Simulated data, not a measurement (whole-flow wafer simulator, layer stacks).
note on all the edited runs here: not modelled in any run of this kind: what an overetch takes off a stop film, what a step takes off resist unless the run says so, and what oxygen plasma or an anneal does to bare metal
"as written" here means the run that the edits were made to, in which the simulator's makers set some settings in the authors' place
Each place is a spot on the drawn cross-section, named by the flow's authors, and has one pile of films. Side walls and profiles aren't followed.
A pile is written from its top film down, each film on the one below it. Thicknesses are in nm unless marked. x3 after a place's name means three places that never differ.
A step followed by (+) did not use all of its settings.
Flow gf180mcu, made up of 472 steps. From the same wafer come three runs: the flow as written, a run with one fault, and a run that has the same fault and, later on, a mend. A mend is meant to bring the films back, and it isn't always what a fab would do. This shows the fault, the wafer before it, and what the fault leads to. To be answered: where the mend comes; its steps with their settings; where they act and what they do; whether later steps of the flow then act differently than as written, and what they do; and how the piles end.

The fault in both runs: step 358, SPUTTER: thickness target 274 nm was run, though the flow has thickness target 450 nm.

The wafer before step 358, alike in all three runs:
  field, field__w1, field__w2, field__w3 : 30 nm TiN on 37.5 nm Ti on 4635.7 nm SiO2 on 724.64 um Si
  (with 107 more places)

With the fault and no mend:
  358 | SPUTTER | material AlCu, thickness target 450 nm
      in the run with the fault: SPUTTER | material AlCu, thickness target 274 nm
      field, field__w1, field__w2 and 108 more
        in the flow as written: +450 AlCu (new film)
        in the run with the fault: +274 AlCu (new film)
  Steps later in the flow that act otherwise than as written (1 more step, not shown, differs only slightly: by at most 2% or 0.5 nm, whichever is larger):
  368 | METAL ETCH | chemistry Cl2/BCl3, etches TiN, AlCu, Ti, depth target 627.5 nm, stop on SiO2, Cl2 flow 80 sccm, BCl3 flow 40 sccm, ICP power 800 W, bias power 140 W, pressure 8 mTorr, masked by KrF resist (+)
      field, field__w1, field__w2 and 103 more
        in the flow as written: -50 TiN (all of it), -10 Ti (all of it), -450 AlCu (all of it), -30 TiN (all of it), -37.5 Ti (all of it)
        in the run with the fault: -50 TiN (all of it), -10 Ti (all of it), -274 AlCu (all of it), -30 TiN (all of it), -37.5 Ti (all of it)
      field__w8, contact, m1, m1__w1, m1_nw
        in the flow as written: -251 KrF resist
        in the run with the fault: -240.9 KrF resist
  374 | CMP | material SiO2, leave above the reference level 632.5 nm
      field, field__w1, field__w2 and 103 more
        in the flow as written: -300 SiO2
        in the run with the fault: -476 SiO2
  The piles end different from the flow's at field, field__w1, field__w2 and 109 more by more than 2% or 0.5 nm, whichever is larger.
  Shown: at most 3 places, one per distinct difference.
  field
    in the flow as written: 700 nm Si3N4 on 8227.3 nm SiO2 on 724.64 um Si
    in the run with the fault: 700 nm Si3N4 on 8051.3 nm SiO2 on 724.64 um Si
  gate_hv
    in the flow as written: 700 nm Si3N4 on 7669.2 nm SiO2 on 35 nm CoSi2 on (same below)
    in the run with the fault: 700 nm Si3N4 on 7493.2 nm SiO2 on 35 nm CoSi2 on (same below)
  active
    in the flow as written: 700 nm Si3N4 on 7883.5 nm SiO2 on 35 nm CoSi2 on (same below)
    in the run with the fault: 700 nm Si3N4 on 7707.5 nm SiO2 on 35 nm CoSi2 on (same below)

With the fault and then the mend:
  After step 358 comes the mend.
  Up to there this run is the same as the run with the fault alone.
  358a | SPUTTER | material AlCu, thickness target 176 nm (a further turn of the flow's step 358, with different settings)
      field, field__w1, field__w2 and 108 more
        +176 AlCu
  Later steps of the flow that are run all act as written at every place that is followed.
  The piles end the same as the flow's at every place that both follow.
